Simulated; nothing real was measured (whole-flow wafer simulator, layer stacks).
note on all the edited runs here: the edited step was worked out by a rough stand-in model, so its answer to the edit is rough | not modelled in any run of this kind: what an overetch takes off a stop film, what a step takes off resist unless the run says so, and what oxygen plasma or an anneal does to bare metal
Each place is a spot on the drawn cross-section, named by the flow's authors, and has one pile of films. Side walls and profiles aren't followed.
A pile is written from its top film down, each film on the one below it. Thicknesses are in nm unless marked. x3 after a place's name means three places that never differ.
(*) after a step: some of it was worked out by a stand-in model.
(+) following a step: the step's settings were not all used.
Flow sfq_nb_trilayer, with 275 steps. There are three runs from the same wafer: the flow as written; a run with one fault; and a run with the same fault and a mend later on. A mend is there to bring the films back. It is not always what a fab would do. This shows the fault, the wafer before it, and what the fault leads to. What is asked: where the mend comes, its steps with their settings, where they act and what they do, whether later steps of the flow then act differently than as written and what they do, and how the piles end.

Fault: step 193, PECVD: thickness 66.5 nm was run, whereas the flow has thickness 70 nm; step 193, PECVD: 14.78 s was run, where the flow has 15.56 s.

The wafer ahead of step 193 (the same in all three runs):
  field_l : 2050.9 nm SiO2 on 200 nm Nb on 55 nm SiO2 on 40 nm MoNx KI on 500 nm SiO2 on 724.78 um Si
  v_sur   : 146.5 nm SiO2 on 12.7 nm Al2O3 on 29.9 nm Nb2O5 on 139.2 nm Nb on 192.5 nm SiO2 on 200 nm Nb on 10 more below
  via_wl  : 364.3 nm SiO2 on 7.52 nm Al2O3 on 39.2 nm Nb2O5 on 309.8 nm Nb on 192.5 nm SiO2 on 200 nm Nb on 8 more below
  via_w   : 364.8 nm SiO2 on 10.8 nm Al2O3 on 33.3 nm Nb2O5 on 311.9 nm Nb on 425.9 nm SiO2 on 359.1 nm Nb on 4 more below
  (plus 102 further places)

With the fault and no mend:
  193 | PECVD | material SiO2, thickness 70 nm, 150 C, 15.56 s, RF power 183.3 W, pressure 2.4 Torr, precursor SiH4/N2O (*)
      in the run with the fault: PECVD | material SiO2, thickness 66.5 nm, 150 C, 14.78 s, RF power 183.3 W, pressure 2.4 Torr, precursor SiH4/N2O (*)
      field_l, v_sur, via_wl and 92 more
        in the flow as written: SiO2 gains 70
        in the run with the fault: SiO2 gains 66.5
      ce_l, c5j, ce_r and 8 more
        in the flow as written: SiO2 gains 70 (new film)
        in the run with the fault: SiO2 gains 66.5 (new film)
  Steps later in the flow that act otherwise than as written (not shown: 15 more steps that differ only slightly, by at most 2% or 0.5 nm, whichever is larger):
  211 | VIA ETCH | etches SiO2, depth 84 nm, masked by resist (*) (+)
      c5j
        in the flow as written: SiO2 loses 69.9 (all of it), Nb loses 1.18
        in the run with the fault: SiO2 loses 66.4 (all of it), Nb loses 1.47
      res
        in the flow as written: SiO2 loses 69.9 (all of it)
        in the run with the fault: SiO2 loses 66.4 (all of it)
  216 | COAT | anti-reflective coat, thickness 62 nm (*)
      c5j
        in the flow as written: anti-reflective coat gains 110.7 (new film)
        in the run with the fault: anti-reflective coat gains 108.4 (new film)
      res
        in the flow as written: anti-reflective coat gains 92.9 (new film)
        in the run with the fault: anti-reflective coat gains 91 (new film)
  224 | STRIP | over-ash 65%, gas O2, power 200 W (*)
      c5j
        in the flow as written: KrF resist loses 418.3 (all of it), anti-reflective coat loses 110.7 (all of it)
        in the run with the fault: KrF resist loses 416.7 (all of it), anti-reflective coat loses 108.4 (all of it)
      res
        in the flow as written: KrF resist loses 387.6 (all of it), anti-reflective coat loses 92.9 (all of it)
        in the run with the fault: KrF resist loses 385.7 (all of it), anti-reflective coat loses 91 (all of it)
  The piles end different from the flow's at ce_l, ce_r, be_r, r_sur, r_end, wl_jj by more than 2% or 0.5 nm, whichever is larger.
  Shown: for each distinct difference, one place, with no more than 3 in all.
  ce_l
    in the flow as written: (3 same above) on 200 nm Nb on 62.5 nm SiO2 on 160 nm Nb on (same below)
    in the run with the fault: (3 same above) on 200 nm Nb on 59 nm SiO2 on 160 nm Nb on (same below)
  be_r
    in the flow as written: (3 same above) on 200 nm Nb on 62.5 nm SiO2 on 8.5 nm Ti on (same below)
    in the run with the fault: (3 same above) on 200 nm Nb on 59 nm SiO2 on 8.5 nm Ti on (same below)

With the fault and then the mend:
  After step 193 comes the mend.
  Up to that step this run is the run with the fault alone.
  193a | PECVD | material SiO2, thickness 3.5 nm, 150 C, 0.7778 s, RF power 183.3 W, pressure 2.4 Torr, precursor SiH4/N2O (the flow's step 193, run once more with other settings)
      field_l, v_sur, via_wl and 103 more
        SiO2 gains 3.5
  Later steps of the flow that are run all act as written at every place that is followed, up to a difference of at most 2% or 0.5 nm, whichever is larger.
  At every place that both follow, the piles at the end match the flow's.
